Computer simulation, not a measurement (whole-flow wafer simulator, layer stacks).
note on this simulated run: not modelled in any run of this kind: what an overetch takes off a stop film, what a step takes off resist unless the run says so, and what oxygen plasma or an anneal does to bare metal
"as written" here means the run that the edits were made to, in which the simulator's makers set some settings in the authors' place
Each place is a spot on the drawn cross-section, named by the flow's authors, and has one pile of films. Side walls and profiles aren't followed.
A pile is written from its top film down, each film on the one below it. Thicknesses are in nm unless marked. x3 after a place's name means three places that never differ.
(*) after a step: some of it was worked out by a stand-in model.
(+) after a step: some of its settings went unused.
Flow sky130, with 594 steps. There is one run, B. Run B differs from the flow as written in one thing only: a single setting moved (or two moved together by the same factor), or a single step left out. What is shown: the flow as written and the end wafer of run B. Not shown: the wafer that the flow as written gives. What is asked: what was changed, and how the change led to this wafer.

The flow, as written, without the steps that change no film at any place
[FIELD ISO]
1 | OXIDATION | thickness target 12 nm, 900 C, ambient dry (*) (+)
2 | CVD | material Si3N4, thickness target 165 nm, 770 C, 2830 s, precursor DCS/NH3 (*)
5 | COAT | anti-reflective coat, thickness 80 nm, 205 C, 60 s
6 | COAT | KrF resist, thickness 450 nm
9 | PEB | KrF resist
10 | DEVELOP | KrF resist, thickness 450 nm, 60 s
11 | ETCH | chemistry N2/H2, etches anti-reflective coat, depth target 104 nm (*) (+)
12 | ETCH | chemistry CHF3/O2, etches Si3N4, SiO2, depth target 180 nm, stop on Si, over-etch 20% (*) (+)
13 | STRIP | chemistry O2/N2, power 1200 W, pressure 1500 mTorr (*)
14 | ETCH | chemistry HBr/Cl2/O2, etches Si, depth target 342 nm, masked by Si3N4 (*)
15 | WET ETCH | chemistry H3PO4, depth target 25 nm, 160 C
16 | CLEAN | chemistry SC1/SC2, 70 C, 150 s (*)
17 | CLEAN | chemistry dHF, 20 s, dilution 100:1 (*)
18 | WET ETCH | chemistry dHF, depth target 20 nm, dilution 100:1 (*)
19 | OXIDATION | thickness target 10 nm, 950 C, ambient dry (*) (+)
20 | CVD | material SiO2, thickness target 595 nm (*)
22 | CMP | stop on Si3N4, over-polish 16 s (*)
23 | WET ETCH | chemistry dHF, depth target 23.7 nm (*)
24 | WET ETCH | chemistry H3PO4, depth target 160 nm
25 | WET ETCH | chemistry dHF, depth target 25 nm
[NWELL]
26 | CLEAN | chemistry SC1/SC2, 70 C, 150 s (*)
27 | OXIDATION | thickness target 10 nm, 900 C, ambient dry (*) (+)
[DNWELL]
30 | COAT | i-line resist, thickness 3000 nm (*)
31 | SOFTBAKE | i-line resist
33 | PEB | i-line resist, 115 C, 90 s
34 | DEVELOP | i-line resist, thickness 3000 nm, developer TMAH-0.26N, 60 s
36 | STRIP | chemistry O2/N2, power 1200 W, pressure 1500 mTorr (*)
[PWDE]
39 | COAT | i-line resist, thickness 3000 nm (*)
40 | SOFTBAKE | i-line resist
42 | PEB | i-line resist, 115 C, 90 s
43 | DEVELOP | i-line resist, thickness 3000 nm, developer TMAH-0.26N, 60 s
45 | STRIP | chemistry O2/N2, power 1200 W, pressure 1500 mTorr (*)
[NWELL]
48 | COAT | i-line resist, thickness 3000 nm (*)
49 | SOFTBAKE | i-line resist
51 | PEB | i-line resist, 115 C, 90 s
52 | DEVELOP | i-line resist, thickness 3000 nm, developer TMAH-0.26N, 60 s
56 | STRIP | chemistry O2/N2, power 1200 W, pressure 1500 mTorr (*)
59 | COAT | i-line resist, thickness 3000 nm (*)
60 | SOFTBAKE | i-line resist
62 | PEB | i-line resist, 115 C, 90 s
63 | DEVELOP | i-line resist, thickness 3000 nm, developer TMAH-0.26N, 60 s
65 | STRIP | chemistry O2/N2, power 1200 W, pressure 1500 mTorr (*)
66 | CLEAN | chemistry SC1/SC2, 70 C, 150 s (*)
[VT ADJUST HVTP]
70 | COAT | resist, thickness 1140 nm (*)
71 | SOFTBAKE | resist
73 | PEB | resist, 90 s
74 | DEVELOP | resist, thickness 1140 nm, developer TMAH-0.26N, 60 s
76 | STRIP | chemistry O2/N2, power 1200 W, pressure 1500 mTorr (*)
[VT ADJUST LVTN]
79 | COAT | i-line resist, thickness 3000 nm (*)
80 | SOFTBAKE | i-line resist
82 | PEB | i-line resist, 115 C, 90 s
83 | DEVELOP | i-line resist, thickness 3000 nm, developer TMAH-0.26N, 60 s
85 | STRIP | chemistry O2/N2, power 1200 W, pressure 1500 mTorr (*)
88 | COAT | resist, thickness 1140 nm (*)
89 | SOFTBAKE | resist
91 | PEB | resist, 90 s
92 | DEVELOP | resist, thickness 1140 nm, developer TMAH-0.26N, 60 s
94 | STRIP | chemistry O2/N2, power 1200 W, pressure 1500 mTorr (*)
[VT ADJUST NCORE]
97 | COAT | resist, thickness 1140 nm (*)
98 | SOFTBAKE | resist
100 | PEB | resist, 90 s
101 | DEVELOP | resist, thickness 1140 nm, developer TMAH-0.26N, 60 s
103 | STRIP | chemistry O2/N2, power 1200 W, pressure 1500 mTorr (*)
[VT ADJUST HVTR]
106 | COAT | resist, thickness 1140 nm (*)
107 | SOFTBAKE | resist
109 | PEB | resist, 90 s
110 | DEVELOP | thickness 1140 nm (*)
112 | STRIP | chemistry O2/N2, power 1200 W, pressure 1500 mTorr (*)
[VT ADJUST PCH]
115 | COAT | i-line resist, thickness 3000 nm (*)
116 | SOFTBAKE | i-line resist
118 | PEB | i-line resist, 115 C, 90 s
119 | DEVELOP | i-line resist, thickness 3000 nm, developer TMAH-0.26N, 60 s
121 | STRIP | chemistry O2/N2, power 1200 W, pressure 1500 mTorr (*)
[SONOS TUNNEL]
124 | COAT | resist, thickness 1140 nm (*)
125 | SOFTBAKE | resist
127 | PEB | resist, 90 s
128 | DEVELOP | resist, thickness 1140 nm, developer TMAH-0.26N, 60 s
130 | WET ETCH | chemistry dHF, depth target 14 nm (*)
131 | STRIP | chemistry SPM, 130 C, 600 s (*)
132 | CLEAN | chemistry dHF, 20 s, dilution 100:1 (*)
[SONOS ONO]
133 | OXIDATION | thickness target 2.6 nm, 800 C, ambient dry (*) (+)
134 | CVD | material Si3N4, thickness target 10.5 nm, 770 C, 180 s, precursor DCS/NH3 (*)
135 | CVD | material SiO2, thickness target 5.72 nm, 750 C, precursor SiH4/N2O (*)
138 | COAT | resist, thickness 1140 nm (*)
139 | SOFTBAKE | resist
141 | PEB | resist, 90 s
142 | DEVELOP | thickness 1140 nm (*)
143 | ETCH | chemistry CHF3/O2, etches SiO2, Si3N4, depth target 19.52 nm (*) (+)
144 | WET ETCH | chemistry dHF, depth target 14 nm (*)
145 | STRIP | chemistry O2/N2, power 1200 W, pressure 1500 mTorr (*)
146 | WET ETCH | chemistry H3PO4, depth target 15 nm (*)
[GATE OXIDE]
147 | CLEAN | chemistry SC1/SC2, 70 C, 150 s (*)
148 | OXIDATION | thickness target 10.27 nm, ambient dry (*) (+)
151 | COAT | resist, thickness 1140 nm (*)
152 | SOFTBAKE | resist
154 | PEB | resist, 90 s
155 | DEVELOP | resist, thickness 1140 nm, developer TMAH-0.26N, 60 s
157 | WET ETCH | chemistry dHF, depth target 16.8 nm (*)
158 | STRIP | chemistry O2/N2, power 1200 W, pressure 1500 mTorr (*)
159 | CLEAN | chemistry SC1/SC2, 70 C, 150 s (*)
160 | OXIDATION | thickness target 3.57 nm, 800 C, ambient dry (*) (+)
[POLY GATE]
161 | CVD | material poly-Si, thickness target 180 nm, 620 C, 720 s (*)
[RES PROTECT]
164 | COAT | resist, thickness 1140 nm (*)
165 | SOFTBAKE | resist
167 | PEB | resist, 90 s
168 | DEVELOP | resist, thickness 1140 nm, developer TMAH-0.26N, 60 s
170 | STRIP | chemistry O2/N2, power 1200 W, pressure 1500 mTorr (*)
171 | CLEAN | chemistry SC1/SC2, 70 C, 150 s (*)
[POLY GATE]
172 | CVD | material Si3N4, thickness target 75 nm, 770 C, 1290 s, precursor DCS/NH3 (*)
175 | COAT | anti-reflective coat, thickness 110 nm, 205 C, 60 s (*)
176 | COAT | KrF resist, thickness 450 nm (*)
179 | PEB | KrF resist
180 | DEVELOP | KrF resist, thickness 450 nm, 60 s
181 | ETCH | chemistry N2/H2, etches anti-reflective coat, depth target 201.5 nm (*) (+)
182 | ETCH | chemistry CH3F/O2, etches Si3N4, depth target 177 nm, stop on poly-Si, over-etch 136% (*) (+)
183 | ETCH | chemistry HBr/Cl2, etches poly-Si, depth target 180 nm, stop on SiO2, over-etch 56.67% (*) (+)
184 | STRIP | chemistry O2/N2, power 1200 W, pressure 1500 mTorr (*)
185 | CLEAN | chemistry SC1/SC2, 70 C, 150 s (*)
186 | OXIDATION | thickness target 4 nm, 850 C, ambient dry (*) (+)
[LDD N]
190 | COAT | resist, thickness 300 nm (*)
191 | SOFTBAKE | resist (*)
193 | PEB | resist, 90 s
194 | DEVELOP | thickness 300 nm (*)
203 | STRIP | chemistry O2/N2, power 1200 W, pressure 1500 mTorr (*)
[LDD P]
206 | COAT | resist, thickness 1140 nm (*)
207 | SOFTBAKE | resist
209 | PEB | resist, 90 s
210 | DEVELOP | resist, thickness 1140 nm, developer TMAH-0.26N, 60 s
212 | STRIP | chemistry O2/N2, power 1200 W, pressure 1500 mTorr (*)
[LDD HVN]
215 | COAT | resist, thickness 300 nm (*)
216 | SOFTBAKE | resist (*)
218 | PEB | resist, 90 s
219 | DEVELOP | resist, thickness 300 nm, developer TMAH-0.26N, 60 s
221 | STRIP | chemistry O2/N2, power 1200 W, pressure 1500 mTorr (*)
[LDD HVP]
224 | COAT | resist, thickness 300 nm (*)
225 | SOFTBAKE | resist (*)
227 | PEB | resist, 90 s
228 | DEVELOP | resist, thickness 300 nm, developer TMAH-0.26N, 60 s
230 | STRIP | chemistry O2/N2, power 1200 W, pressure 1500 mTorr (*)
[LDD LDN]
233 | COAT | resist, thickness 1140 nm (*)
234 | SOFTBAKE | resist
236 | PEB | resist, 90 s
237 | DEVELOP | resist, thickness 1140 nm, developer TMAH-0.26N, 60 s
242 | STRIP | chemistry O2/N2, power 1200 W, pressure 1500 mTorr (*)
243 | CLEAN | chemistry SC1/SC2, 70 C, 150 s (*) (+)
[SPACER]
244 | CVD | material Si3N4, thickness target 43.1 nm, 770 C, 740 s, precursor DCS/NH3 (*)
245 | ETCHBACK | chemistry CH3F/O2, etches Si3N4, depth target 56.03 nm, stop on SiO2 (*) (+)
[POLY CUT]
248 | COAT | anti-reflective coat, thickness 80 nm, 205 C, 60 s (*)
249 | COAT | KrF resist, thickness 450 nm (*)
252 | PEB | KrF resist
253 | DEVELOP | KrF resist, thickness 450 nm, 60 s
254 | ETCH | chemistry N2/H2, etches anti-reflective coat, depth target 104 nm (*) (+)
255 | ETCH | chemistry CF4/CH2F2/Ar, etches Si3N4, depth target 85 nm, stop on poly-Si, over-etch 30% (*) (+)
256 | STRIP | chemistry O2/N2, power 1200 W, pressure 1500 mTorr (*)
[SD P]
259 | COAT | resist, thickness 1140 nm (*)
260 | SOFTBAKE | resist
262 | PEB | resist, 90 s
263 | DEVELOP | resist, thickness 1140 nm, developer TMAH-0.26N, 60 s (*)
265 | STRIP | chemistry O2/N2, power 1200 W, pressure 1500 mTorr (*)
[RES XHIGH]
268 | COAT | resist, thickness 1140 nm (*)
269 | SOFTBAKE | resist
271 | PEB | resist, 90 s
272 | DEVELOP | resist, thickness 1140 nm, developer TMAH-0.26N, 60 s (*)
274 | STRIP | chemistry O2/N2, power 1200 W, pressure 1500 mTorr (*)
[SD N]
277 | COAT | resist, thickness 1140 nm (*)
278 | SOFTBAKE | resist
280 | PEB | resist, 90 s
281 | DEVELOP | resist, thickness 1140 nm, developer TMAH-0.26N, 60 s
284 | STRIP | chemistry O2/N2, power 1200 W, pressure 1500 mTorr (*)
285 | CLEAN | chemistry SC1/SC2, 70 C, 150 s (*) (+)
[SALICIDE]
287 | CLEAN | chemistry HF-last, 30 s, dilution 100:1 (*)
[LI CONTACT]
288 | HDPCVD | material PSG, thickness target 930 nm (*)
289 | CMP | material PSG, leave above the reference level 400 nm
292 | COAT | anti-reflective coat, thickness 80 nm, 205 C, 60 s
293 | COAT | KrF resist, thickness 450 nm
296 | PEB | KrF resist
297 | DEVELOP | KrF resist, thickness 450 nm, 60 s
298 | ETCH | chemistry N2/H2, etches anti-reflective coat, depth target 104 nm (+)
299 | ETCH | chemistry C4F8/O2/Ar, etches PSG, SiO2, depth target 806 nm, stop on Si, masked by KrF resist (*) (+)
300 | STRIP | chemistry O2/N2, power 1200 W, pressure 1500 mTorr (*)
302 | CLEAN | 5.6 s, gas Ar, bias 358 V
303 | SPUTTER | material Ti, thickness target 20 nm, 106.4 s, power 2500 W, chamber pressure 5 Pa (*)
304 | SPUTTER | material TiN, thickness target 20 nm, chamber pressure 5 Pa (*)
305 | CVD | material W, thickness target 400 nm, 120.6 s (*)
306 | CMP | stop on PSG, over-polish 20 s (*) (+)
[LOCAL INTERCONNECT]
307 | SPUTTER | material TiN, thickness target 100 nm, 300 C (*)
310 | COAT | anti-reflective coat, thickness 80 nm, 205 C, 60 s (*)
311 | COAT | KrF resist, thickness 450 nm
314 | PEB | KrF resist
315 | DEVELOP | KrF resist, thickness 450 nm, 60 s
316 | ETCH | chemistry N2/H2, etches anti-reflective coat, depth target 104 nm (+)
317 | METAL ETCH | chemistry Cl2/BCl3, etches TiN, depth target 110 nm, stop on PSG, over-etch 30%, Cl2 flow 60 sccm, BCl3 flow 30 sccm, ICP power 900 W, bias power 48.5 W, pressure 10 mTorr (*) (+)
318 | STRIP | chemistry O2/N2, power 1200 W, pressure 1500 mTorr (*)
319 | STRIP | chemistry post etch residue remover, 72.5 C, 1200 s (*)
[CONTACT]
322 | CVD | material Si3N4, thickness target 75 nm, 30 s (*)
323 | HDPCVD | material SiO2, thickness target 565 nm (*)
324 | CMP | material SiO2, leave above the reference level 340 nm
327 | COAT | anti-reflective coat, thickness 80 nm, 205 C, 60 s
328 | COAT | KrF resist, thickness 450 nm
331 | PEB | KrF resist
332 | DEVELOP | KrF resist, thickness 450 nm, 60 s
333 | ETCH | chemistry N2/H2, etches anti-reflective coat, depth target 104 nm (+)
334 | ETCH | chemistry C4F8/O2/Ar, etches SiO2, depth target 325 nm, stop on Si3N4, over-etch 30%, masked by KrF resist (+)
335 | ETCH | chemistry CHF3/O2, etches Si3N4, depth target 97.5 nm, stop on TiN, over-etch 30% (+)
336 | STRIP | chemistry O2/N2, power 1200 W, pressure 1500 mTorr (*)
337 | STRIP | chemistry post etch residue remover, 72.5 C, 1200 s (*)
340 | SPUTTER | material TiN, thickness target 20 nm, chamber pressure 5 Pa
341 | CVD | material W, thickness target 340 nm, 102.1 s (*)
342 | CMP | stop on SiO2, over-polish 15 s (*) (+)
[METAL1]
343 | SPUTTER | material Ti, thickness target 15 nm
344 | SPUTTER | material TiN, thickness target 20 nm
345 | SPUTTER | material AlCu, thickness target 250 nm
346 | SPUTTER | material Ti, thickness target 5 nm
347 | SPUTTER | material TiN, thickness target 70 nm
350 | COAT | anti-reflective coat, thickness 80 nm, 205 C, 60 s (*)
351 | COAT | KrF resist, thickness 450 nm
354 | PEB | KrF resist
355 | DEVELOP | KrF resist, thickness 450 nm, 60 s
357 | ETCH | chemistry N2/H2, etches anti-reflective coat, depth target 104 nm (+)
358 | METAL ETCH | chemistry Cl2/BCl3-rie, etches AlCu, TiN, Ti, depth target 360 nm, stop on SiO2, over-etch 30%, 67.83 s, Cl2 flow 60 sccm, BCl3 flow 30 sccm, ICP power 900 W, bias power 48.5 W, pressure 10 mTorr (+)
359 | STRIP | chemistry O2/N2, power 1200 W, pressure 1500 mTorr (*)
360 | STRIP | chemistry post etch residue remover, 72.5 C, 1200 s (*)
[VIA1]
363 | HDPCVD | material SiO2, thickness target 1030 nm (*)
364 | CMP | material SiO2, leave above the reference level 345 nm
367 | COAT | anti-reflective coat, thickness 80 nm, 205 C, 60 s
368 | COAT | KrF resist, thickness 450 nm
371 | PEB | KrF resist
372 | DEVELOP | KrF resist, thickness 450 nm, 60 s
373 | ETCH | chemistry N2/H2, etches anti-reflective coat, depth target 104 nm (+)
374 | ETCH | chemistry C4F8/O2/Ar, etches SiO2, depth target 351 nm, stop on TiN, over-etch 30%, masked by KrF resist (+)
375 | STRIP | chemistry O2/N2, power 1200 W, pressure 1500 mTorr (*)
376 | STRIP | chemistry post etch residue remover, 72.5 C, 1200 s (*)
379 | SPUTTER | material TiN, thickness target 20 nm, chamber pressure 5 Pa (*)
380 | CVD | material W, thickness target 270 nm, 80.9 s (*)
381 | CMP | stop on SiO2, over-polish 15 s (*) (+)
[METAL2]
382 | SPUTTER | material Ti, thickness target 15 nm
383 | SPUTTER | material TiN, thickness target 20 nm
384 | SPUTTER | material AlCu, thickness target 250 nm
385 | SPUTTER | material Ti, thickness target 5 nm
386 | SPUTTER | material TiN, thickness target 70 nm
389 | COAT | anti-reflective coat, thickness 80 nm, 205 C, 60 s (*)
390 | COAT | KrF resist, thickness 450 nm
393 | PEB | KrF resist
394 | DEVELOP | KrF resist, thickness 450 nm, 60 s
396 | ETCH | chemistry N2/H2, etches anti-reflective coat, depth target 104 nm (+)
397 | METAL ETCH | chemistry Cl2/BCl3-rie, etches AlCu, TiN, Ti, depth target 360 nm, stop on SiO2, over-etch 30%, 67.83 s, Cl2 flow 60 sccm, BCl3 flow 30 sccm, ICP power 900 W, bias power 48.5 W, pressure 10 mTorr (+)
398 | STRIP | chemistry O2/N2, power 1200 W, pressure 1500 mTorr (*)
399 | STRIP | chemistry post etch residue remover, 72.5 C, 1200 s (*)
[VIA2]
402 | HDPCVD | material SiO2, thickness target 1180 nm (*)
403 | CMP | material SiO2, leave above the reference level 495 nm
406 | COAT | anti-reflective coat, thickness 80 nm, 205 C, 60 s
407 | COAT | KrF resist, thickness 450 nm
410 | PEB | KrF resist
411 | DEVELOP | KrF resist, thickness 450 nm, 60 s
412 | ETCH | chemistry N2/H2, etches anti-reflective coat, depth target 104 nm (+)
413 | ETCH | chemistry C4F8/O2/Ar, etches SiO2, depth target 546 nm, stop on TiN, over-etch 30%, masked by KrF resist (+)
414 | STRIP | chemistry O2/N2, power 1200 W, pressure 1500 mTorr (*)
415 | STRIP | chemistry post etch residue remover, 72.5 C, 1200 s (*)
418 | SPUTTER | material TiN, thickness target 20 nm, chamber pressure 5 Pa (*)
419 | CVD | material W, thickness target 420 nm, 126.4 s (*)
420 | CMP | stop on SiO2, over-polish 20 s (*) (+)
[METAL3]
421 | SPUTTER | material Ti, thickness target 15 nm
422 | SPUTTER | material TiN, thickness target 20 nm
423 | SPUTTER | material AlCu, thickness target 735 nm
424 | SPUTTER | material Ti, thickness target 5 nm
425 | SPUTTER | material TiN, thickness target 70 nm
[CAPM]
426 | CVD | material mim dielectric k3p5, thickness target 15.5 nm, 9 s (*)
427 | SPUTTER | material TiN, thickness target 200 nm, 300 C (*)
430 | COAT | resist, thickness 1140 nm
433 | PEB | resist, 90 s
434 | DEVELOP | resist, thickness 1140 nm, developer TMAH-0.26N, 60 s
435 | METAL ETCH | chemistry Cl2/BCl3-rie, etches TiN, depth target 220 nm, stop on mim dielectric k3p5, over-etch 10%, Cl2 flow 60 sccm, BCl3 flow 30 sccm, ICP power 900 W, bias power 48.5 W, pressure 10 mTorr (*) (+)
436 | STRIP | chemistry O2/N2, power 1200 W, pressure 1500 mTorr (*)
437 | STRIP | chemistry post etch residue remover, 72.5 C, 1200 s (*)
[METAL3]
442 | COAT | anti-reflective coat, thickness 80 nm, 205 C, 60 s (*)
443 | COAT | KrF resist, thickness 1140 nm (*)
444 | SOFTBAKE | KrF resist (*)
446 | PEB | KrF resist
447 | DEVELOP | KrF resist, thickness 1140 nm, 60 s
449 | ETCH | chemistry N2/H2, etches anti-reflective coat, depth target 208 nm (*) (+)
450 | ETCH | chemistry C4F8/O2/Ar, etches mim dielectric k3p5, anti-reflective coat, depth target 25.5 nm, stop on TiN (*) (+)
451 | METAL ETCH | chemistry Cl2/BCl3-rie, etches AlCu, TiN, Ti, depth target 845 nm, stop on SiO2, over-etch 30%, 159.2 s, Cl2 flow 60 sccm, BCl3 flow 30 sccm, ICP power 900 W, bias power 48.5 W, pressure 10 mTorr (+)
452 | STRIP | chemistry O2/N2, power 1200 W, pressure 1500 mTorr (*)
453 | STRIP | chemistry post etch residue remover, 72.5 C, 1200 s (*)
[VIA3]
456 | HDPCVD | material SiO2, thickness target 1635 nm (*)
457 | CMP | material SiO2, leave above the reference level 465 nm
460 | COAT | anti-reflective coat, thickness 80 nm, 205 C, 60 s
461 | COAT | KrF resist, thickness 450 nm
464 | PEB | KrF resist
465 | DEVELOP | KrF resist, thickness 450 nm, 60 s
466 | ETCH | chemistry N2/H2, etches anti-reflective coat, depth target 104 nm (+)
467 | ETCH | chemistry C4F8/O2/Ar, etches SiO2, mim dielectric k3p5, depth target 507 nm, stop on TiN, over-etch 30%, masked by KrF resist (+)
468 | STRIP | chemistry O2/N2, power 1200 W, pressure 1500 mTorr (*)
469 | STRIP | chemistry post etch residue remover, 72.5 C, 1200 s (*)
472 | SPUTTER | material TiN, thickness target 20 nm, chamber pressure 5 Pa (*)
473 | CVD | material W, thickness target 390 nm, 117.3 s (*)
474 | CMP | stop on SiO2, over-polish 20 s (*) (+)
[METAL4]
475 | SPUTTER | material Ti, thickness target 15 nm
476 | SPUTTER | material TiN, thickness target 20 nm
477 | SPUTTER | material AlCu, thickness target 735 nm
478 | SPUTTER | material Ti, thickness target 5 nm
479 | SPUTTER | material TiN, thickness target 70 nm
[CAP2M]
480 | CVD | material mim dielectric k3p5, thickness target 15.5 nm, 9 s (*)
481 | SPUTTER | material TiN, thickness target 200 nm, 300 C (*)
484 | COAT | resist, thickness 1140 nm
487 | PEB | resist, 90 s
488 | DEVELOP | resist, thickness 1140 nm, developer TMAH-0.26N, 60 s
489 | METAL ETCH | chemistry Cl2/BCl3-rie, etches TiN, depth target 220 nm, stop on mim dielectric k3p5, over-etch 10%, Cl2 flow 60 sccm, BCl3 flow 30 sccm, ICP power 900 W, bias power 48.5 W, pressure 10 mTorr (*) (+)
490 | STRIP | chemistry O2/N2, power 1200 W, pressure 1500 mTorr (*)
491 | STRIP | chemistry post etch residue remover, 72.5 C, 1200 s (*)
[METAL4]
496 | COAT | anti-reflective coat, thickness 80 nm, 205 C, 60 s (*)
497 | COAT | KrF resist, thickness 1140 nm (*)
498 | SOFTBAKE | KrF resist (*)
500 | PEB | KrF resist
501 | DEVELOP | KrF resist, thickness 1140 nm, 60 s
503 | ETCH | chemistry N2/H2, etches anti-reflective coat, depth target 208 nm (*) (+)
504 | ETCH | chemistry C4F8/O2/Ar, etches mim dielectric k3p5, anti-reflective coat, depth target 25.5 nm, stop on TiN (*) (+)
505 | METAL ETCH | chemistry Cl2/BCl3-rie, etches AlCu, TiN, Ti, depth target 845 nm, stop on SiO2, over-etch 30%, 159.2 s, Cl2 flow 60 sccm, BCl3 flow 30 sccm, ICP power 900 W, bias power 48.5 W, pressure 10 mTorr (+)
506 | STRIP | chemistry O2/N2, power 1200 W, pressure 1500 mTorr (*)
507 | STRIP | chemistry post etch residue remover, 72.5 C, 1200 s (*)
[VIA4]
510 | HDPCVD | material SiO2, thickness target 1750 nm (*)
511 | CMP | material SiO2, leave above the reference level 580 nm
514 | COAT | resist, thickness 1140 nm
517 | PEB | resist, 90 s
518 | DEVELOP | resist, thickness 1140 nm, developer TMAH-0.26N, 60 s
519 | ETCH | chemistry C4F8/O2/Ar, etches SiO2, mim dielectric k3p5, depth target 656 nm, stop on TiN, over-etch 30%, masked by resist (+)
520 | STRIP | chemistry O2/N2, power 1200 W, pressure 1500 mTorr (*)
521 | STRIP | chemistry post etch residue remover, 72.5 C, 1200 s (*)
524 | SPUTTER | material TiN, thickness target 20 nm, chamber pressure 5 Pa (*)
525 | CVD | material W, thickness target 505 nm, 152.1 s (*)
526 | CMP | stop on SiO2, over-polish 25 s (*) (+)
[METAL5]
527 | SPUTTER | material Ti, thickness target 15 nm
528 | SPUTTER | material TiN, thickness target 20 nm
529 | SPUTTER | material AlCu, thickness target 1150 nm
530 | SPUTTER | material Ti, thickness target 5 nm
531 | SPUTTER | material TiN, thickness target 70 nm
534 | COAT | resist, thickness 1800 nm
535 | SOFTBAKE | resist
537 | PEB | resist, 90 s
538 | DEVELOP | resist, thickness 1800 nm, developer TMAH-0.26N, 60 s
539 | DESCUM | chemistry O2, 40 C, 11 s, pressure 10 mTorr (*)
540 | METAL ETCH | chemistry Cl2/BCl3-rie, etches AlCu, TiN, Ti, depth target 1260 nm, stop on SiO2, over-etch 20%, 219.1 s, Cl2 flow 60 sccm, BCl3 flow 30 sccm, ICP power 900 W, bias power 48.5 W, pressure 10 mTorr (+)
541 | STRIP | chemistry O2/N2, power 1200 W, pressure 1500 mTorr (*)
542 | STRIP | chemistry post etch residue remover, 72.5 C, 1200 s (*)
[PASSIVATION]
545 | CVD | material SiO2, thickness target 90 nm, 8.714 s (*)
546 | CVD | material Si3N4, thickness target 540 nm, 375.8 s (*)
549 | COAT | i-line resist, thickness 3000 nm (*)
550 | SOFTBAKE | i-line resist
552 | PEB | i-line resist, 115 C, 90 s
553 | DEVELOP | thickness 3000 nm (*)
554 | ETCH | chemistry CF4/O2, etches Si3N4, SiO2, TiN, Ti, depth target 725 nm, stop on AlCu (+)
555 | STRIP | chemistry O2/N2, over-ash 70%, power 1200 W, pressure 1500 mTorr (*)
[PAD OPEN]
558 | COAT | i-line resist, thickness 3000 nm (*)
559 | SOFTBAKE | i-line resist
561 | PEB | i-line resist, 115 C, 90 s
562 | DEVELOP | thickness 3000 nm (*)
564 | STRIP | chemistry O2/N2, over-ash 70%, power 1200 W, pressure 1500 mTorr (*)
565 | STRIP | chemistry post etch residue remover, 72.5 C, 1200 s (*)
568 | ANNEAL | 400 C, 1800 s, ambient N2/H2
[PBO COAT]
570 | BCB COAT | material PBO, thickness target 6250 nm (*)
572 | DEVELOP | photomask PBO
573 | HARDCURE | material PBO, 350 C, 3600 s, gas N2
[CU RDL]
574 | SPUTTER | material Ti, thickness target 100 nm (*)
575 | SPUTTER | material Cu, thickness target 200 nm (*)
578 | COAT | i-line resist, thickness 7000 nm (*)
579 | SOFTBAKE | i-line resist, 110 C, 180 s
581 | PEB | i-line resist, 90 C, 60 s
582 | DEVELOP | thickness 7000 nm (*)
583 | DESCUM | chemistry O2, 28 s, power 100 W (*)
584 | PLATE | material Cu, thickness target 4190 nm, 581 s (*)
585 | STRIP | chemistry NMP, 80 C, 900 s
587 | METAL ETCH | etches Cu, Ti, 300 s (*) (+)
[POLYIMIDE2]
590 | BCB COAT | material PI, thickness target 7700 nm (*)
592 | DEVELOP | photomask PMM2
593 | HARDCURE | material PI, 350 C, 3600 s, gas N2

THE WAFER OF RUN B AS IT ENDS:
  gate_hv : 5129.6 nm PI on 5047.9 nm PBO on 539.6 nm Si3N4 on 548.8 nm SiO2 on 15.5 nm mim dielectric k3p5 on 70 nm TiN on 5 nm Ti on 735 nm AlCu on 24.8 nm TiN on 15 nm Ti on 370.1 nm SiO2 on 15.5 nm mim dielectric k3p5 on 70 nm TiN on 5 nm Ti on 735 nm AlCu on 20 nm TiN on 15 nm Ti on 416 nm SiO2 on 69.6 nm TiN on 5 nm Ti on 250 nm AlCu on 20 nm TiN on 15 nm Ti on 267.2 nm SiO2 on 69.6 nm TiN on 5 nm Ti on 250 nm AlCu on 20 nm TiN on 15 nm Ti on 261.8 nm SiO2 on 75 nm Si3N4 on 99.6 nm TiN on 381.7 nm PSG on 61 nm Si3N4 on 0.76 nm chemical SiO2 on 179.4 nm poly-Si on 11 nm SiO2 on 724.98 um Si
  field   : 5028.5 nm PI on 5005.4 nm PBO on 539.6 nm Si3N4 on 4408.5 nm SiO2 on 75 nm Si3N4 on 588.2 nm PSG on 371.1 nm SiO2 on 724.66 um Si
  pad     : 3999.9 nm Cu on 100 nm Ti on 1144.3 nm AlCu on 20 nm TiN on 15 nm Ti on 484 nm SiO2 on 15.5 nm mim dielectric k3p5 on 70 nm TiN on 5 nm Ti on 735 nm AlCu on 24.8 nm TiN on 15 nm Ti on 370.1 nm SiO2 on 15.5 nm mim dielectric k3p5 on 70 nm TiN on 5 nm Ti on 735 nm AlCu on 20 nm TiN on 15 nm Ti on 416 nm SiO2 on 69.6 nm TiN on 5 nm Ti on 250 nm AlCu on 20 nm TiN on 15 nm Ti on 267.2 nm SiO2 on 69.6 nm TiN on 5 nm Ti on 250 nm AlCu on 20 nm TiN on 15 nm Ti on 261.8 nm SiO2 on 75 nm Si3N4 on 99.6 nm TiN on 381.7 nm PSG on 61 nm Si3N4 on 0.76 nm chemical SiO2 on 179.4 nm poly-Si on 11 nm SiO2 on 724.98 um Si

What caused this: step 476, SPUTTER: thickness target 24.8 nm was run, though the flow has thickness target 20 nm.
One can read it off the wafer: gate_hv has TiN 24.8, and step 476 as written asks for 20 nm.

Step by step, how the change led to this:
  476 | SPUTTER | material TiN, thickness target 20 nm
      field, active, n_well and 189 more: +24.8 TiN (new film) (in the flow as written it would be: +20 TiN (new film))
  505 | METAL ETCH | chemistry Cl2/BCl3-rie, etches AlCu, TiN, Ti, depth target 845 nm, stop on SiO2, over-etch 30%, 159.2 s, Cl2 flow 60 sccm, BCl3 flow 30 sccm, ICP power 900 W, bias power 48.5 W, pressure 10 mTorr (+)
      field, active, gate and 70 more: -70 TiN (all of it), -5 Ti (all of it), -735 AlCu (all of it), -24.8 TiN (all of it), -15 Ti (all of it), -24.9 SiO2 (in the flow as written it would be: -70 TiN (all of it), -5 Ti (all of it), -735 AlCu (all of it), -20 TiN (all of it), -15 Ti (all of it), -25.4 SiO2)
      vpp_iso1, mim_edge_plate, m1_ln and 12 more: -70 TiN (all of it), -5 Ti (all of it), -735 AlCu (all of it), -24.8 TiN (all of it), -15 Ti (all of it), -24.9 SiO2 (in the flow as written it would be: -70 TiN (all of it), -5 Ti (all of it), -735 AlCu (all of it), -20 TiN (all of it), -15 Ti (all of it), -25.3 SiO2)
